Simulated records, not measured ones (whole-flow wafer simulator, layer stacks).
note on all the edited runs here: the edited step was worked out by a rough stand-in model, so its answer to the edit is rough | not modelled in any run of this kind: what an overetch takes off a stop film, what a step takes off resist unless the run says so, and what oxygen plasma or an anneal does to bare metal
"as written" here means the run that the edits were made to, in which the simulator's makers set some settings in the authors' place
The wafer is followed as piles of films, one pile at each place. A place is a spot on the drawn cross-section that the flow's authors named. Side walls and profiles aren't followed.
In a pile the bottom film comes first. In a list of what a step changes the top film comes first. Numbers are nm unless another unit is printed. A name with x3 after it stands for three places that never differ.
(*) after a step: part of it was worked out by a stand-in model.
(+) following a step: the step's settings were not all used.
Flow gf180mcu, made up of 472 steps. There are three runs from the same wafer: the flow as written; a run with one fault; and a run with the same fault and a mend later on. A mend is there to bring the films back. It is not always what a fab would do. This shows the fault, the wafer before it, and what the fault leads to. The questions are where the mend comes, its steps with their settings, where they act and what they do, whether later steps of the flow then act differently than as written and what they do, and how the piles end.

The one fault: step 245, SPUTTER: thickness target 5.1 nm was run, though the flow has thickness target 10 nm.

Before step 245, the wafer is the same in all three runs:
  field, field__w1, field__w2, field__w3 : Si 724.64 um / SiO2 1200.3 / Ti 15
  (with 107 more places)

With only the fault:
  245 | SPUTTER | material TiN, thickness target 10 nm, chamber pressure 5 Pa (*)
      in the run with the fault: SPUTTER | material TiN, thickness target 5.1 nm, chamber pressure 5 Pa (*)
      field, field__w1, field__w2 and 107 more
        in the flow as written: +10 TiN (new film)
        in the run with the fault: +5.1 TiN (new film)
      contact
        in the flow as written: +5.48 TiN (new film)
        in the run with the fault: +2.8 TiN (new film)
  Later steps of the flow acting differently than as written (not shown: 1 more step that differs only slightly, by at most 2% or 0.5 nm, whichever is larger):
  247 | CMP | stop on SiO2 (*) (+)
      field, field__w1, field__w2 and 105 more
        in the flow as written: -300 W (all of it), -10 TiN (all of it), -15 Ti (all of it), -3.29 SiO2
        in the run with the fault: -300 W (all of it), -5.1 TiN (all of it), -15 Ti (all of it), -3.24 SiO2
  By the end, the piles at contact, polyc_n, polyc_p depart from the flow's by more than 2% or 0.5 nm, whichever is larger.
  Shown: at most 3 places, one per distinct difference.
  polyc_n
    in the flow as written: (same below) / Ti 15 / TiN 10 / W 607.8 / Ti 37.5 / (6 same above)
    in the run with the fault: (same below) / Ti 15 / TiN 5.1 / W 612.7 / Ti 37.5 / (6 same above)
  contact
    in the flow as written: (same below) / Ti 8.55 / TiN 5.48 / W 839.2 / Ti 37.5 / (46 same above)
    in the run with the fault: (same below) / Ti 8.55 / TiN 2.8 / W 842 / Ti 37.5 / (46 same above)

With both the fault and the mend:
  The mend stands after step 245.
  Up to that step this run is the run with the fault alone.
  245a | SPUTTER | material TiN, thickness target 4.9 nm, chamber pressure 5 Pa (*) (the flow's step 245 again, with other settings)
      field, field__w1, field__w2 and 107 more
        +4.9 TiN
      contact
        +2.68 TiN
  None of the later steps of the flow acts differently than as written at any place that is followed.
  At every place that both follow, the piles at the end match the flow's.
